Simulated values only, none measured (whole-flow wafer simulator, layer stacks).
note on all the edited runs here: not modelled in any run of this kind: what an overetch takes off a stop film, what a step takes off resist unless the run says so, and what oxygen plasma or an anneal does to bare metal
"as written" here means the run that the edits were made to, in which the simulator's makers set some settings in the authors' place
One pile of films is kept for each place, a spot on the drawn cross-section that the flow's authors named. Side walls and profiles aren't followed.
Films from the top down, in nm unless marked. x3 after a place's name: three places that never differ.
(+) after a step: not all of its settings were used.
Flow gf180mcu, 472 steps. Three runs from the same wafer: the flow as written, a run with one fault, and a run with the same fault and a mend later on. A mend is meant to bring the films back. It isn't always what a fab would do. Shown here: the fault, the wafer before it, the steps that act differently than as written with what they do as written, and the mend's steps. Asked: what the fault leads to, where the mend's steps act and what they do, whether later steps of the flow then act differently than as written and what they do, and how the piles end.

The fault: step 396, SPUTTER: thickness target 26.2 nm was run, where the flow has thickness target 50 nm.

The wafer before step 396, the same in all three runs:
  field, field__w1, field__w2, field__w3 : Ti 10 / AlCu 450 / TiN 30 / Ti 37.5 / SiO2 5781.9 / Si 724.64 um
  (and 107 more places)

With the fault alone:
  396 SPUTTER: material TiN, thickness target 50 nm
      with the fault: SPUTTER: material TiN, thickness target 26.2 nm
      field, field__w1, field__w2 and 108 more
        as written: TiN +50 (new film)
        with the fault: TiN +26.2 (new film)
  Later steps of the flow that act differently than as written (1 more step differs only slightly, by at most 2% or 0.5 nm, whichever is larger, and isn't shown):
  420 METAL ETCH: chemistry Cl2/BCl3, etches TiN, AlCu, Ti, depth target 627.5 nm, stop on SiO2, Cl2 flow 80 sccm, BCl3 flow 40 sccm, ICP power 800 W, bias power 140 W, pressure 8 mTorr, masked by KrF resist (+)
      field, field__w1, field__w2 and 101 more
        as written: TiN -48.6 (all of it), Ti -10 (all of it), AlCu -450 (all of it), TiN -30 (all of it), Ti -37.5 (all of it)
        with the fault: TiN -24.8 (all of it), Ti -10 (all of it), AlCu -450 (all of it), TiN -30 (all of it), Ti -37.5 (all of it)
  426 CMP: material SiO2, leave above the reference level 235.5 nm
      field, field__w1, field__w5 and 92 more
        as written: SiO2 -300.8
        with the fault: SiO2 -324.6
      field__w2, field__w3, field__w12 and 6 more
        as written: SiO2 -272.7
        with the fault: SiO2 -297.6
  At the end the piles differ from the flow's by more than 2% or 0.5 nm, whichever is larger, at field__w4, field__w8, contact, m1, m1__w1, mim, mim_1p0, m1_nw.
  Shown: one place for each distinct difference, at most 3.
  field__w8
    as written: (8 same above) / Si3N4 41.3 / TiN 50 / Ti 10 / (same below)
    with the fault: (8 same above) / Si3N4 41.3 / TiN 26.2 / Ti 10 / (same below)
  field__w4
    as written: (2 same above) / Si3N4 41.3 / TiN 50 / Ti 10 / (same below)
    with the fault: (2 same above) / Si3N4 41.3 / TiN 26.2 / Ti 10 / (same below)
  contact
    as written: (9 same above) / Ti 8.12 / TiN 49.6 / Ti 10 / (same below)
    with the fault: (9 same above) / Ti 8.12 / TiN 25.8 / Ti 10 / (same below)

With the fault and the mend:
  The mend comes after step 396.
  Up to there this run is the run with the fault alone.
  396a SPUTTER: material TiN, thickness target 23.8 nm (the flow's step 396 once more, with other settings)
      field, field__w1, field__w2 and 108 more
        TiN +23.8
  No later step of the flow acts differently than as written at any place that is followed.
  At the end the piles are the same as the flow's at every place that both follow.
